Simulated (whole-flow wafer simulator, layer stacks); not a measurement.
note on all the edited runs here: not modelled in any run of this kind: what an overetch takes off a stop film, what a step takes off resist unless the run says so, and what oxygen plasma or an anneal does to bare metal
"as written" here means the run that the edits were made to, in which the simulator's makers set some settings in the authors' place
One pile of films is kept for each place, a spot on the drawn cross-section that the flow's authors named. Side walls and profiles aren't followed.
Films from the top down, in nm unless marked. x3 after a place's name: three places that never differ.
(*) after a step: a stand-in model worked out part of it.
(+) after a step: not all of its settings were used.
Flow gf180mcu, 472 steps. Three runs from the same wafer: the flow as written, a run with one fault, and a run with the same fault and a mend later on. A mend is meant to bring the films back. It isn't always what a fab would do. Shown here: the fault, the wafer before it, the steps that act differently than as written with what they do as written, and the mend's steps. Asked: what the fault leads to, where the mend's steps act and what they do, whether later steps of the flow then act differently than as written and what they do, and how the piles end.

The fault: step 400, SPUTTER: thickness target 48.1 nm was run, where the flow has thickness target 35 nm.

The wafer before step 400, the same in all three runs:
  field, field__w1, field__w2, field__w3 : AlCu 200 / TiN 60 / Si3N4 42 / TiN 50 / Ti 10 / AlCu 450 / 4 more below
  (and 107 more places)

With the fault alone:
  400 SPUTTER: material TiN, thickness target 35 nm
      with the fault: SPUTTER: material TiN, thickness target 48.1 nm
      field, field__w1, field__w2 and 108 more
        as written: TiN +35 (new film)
        with the fault: TiN +48.1 (new film)
  Later steps of the flow that act differently than as written (7 more steps differ only slightly, by at most 2% or 0.5 nm, whichever is larger, and aren't shown):
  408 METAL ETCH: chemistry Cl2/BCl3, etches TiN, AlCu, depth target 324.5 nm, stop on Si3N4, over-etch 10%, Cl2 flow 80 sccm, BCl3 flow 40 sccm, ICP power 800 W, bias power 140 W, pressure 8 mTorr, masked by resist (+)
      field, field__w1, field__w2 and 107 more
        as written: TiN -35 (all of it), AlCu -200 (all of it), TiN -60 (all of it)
        with the fault: TiN -48.1 (all of it), AlCu -200 (all of it), TiN -60 (all of it)
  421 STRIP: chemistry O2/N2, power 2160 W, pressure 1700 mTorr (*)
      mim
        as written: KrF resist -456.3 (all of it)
        with the fault: KrF resist -446.5 (all of it)
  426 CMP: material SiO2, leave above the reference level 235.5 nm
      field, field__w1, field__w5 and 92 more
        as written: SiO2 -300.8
        with the fault: SiO2 -287.7
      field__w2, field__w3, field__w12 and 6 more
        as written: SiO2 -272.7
        with the fault: SiO2 -259.6
  At the end the piles differ from the flow's by more than 2% or 0.5 nm, whichever is larger, at mim.
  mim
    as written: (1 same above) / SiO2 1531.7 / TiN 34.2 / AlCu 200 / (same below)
    with the fault: (1 same above) / SiO2 1531.7 / TiN 47.3 / AlCu 200 / (same below)

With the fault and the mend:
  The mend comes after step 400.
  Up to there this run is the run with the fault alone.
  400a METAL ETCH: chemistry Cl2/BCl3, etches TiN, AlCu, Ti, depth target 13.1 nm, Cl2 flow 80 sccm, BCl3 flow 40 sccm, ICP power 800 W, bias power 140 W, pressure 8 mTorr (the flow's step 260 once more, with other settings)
      field, field__w1, field__w2 and 108 more
        TiN -13.1
  No later step of the flow acts differently than as written at any place that is followed.
  At the end the piles are the same as the flow's at every place that both follow.
